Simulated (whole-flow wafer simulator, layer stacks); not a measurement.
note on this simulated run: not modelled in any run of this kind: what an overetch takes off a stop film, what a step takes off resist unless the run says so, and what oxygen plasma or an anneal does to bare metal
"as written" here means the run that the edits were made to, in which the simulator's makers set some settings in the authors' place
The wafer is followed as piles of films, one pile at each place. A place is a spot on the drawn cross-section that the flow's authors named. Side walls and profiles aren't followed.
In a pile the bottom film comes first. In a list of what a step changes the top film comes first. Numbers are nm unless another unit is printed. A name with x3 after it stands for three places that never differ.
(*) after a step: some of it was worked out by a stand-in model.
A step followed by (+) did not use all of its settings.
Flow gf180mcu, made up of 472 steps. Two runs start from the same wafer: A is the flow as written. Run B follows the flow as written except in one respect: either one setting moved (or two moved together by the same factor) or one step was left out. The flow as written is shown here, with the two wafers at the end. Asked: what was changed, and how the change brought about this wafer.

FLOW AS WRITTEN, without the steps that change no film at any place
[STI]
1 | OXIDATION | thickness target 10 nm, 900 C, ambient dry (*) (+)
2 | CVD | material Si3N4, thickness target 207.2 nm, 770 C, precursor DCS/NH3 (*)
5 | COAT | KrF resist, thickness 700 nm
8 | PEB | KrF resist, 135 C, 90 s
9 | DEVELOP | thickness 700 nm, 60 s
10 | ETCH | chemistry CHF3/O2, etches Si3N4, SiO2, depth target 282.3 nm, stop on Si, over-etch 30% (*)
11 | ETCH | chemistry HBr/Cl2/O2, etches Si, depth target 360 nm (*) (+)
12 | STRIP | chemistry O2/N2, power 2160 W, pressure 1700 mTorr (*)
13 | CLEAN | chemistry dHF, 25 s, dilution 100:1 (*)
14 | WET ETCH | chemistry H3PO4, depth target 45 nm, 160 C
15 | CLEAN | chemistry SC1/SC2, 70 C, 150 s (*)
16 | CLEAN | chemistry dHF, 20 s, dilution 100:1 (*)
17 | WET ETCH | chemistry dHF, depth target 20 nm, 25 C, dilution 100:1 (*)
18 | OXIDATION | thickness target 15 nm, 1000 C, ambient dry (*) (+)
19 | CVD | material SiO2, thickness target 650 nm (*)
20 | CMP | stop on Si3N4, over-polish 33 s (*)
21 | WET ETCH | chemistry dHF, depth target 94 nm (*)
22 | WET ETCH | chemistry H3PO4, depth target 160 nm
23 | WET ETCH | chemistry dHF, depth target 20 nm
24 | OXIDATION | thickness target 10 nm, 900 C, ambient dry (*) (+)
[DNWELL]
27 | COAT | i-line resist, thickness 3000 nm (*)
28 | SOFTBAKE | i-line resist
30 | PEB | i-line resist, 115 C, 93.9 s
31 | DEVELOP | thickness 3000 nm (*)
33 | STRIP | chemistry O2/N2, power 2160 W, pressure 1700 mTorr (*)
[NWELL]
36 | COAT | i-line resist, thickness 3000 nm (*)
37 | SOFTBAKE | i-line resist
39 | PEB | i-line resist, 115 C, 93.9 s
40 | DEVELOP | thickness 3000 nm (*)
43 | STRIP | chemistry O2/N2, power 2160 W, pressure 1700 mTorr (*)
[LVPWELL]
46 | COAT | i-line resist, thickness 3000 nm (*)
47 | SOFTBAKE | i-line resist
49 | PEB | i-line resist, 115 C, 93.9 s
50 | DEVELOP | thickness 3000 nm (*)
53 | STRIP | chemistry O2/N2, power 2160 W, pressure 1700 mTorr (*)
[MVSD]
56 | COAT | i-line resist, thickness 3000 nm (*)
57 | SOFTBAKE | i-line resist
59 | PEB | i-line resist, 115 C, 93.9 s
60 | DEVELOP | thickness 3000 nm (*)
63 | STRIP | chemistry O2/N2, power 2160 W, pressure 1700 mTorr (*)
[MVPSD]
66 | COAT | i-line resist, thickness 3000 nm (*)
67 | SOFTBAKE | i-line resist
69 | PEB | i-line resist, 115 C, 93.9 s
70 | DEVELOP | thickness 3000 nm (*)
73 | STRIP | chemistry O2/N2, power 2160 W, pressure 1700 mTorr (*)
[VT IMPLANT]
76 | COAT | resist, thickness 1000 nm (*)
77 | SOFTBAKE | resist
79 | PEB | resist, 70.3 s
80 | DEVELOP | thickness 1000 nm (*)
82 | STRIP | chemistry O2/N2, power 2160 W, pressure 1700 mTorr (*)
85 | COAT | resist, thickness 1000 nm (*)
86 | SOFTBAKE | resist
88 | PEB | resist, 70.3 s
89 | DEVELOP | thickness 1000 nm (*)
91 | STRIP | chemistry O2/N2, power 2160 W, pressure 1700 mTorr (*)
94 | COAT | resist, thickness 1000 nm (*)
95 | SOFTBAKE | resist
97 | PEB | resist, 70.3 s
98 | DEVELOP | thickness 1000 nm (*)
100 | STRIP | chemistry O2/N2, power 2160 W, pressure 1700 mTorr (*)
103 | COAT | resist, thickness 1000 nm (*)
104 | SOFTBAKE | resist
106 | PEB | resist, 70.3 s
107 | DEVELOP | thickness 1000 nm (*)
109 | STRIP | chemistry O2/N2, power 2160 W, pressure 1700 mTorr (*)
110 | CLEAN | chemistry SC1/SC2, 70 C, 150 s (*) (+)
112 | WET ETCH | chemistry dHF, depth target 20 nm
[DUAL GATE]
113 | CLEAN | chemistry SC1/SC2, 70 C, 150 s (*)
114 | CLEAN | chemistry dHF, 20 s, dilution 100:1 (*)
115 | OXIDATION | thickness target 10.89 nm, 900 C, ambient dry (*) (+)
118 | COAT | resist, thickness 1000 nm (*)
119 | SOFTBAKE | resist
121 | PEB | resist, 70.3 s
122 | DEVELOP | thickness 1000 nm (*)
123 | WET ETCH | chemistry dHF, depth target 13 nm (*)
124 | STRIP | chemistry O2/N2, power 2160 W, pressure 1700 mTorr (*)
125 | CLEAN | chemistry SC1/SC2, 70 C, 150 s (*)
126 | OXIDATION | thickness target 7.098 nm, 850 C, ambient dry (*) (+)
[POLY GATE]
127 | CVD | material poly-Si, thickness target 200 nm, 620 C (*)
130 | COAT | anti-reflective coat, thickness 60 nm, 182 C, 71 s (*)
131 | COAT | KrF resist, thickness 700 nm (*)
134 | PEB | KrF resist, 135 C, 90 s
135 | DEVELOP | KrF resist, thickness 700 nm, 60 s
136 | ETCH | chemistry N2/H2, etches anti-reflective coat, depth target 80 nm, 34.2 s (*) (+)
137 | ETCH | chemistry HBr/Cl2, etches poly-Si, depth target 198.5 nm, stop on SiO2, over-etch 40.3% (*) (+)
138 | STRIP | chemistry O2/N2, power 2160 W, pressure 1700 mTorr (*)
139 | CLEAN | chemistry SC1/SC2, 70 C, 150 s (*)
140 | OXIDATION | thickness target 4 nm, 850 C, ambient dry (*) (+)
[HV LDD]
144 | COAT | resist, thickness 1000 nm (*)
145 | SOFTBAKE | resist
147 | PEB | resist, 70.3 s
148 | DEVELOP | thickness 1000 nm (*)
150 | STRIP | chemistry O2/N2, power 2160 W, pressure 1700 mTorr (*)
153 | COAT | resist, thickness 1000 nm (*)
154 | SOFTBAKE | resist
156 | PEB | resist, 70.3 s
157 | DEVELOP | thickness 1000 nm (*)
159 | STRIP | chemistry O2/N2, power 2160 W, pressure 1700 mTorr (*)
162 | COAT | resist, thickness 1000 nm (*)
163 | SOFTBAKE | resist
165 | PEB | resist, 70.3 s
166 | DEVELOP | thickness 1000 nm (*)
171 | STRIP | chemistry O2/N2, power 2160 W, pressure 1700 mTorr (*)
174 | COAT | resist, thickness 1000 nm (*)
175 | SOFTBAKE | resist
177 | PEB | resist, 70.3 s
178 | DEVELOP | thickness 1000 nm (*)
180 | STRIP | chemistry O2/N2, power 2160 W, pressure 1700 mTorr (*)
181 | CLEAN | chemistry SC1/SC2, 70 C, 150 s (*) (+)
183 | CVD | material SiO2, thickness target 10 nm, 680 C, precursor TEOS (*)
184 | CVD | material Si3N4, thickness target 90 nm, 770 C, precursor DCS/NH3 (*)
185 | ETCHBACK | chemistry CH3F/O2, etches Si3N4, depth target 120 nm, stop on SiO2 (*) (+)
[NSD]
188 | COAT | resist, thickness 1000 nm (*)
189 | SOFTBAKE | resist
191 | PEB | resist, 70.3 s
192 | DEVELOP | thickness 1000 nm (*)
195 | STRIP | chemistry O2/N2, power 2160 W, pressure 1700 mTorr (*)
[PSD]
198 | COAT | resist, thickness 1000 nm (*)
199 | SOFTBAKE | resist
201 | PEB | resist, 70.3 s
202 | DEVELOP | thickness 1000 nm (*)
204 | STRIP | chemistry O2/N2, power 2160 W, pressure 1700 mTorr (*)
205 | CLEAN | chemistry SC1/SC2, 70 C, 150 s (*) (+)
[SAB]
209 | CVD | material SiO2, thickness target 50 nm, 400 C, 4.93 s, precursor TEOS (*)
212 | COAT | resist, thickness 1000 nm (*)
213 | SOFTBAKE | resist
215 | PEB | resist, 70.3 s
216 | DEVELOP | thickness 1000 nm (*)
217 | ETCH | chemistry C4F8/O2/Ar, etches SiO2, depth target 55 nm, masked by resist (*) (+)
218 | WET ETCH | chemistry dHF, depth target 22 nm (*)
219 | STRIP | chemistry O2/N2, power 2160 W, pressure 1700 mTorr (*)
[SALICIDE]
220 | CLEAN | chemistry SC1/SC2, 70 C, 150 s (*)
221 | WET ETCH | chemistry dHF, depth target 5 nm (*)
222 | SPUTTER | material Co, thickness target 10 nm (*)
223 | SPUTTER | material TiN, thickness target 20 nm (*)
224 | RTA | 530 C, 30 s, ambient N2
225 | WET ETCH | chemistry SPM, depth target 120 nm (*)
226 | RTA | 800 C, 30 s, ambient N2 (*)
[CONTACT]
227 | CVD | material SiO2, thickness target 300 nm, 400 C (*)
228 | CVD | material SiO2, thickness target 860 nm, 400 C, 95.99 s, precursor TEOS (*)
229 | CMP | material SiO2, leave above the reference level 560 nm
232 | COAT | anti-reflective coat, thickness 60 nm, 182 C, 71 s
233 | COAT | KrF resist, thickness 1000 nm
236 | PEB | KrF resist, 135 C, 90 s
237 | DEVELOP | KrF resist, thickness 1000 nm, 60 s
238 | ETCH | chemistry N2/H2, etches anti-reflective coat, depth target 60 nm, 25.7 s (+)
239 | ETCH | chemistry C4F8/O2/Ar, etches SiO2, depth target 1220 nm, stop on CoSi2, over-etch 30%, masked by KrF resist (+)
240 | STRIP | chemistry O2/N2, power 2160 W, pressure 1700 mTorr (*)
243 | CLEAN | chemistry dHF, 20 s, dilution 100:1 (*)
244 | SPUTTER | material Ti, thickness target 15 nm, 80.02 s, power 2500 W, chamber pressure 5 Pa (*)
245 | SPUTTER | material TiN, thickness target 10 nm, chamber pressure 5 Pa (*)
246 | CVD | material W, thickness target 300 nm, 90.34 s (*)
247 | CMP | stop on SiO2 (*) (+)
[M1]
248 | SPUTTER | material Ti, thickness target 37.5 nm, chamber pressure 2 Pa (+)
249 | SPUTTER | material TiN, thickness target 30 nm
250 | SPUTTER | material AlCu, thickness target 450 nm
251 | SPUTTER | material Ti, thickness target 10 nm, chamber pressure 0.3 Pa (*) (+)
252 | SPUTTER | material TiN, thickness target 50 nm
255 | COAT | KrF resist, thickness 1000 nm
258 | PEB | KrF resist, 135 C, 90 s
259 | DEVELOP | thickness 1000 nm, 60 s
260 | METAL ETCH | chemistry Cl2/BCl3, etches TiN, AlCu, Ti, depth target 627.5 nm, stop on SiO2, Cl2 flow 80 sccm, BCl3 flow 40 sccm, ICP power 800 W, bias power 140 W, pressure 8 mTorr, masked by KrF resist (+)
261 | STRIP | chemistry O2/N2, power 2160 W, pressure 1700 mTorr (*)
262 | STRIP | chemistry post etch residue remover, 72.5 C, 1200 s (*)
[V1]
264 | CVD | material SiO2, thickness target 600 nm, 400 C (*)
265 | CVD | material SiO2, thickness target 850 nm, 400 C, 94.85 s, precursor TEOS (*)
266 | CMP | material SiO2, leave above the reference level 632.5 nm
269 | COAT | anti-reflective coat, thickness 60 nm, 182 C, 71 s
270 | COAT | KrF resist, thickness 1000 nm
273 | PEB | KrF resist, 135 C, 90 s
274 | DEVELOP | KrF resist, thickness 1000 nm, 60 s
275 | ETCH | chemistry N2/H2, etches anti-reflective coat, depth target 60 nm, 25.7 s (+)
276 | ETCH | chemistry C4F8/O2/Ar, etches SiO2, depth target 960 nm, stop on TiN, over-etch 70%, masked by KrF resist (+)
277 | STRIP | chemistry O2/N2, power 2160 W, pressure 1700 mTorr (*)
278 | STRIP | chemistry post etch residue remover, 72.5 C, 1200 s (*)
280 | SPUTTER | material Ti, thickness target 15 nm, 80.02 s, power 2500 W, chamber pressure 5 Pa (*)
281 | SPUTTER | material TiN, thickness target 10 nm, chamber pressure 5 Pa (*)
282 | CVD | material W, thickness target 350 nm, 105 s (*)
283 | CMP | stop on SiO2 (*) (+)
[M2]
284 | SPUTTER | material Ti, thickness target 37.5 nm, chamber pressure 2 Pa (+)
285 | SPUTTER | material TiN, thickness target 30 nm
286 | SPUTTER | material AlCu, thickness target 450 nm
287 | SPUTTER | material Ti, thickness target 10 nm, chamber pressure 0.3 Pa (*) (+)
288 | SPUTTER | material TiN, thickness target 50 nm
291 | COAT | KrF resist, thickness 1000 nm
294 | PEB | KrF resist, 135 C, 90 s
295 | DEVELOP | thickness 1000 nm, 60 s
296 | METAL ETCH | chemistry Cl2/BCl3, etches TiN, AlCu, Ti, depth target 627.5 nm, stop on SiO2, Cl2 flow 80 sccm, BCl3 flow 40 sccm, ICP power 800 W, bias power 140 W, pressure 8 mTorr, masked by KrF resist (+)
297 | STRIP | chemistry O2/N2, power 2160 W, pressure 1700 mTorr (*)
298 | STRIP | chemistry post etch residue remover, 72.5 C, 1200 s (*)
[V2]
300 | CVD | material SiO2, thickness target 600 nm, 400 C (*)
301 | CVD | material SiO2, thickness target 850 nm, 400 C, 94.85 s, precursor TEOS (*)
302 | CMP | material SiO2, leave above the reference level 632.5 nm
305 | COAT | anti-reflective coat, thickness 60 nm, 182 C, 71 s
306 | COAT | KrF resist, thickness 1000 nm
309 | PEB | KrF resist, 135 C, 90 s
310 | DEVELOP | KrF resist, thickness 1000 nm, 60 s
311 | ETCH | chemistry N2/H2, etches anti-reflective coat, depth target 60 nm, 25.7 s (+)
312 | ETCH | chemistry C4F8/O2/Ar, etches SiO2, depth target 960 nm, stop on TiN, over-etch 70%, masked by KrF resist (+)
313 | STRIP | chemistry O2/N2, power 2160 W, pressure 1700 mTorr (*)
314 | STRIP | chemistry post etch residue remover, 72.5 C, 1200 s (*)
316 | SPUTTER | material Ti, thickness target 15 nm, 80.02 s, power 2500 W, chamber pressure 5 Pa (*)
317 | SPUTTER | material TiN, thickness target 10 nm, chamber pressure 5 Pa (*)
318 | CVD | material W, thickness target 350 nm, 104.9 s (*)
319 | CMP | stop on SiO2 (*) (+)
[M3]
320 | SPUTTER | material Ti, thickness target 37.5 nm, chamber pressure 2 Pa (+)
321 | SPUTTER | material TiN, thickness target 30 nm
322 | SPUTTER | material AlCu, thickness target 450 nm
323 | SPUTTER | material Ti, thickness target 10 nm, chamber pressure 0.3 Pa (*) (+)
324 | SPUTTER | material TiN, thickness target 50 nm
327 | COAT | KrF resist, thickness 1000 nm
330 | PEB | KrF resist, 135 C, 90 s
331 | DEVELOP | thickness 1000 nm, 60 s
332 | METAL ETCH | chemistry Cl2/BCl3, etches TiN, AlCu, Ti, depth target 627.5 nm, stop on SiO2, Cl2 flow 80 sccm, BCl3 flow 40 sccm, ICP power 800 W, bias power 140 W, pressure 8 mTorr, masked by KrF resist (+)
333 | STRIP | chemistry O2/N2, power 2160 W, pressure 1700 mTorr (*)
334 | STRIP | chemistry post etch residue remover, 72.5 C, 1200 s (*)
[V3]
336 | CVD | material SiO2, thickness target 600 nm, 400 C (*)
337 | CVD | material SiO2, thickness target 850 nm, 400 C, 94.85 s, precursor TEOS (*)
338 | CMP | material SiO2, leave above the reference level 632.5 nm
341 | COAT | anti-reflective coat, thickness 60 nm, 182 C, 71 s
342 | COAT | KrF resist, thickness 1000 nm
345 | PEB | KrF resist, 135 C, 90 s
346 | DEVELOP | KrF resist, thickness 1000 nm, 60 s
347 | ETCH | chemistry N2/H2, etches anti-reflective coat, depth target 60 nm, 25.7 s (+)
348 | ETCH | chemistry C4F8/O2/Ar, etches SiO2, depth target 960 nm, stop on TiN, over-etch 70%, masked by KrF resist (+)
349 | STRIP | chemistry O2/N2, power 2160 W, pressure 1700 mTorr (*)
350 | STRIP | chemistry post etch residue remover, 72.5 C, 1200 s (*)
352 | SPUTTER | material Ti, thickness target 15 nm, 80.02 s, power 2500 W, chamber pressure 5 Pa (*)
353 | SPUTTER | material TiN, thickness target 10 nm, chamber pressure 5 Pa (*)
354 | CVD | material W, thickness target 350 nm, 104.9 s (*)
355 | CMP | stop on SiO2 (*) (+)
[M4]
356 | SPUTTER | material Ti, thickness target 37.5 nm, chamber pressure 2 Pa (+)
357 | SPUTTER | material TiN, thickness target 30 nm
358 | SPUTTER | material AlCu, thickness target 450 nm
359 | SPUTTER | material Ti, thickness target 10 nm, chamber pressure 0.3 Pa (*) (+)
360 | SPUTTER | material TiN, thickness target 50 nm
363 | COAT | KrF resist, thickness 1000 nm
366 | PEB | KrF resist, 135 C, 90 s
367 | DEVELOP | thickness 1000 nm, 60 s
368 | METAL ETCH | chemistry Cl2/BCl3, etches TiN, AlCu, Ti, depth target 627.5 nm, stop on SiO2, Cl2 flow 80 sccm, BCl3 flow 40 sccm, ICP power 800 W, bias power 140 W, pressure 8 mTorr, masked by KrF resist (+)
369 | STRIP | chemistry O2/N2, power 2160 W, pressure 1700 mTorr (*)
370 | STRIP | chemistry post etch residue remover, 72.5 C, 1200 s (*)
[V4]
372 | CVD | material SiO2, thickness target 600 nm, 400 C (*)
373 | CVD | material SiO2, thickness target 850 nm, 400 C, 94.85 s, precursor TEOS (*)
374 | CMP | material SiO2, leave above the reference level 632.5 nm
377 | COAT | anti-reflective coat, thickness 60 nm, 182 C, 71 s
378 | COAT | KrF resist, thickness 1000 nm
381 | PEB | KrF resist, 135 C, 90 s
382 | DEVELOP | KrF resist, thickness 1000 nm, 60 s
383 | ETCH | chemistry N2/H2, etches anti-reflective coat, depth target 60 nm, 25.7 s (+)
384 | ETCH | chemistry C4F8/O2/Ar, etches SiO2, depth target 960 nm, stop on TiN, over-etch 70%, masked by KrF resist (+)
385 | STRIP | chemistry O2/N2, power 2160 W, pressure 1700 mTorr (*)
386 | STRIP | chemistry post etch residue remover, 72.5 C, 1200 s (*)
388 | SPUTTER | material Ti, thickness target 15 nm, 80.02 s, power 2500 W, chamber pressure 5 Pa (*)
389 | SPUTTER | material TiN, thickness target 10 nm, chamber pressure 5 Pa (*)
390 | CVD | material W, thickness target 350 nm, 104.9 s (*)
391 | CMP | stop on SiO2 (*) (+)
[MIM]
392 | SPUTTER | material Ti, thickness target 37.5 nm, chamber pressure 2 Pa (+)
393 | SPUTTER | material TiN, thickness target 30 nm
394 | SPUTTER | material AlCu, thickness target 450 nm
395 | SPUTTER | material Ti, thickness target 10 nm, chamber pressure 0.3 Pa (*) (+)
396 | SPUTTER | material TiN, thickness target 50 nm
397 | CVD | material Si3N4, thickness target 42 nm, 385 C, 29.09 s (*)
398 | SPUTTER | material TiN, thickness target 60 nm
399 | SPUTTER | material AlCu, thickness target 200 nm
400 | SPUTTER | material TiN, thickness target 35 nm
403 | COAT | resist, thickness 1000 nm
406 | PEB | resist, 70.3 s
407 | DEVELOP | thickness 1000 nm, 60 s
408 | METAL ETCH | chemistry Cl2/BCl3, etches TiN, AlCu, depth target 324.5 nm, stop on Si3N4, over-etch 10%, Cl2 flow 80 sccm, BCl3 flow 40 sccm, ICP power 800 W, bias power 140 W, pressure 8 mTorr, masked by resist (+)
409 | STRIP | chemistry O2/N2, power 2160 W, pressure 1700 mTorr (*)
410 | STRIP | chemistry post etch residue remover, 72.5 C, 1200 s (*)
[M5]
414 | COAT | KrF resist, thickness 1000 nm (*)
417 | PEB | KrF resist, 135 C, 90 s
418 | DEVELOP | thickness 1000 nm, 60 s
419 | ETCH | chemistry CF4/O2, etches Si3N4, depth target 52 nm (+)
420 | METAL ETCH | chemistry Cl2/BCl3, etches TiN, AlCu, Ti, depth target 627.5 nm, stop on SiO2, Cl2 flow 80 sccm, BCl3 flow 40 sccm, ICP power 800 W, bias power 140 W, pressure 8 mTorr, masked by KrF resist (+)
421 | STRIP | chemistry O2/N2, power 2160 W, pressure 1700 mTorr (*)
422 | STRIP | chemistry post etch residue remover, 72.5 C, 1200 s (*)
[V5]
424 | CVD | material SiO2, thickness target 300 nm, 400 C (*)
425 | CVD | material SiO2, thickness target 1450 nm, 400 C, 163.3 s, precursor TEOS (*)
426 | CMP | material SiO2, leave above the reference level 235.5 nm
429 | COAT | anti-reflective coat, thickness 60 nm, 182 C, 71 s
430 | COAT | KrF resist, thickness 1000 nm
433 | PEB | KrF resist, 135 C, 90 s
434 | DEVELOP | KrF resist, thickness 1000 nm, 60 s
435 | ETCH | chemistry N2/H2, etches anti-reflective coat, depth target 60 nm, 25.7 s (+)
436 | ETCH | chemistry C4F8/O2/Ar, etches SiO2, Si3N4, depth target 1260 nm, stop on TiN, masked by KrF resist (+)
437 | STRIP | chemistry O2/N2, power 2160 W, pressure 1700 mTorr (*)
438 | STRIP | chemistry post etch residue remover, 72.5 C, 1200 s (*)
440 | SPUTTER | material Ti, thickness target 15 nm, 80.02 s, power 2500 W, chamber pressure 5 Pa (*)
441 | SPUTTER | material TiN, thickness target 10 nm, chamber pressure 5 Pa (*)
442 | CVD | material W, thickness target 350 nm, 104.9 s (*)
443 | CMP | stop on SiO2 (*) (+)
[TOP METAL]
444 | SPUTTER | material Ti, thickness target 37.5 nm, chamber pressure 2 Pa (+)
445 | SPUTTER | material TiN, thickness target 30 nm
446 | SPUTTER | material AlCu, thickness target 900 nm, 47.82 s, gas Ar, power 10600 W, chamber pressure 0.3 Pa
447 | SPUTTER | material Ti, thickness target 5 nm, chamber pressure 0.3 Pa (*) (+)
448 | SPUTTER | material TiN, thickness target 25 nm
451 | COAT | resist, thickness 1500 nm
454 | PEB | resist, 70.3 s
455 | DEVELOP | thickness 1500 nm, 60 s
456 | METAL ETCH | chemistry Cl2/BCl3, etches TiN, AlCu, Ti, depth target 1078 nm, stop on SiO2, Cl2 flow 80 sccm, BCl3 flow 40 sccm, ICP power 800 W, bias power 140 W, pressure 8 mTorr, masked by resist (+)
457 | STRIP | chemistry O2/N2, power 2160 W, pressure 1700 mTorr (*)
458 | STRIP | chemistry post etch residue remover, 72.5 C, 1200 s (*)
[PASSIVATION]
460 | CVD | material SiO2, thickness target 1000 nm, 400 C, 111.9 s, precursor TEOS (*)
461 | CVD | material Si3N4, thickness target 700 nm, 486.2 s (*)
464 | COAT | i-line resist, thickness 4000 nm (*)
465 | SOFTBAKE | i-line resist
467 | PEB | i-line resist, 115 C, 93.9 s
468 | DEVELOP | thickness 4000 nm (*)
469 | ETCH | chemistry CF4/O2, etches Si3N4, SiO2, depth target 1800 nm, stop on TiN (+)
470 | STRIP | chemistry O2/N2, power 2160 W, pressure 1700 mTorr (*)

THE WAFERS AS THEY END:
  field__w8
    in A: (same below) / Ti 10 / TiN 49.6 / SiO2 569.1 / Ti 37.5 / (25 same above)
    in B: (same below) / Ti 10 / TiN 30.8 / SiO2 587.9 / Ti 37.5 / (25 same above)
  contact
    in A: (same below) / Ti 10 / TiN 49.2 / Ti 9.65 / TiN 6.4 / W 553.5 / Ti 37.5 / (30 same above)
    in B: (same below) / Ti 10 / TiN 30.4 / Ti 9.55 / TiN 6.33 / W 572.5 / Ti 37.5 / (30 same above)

The reason: step 288, SPUTTER: thickness target 31.2 nm was run, though the flow has thickness target 50 nm.

How this came from the change, step by step:
  288 | SPUTTER | material TiN, thickness target 50 nm
      field, field__w1, field__w2 and 108 more: A TiN gains 50 (new film) | B TiN gains 31.2 (new film)
  296 | METAL ETCH | chemistry Cl2/BCl3, etches TiN, AlCu, Ti, depth target 627.5 nm, stop on SiO2, Cl2 flow 80 sccm, BCl3 flow 40 sccm, ICP power 800 W, bias power 140 W, pressure 8 mTorr, masked by KrF resist (+)
      field, field__w1, field__w2 and 103 more: A TiN loses 50 (all of it), Ti loses 10 (all of it), AlCu loses 450 (all of it), TiN loses 30 (all of it), Ti loses 37.5 (all of it) | B TiN loses 31.2 (all of it), Ti loses 10 (all of it), AlCu loses 450 (all of it), TiN loses 30 (all of it), Ti loses 37.5 (all of it)
  302 | CMP | material SiO2, leave above the reference level 632.5 nm
      field__w8, contact, m1, m1__w1, m1_nw: A SiO2 loses 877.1 | B SiO2 loses 858.3
  312 | ETCH | chemistry C4F8/O2/Ar, etches SiO2, depth target 960 nm, stop on TiN, over-etch 70%, masked by KrF resist (+)
      contact: A SiO2 loses 572.5 (all of it) | B SiO2 loses 591.3 (all of it)
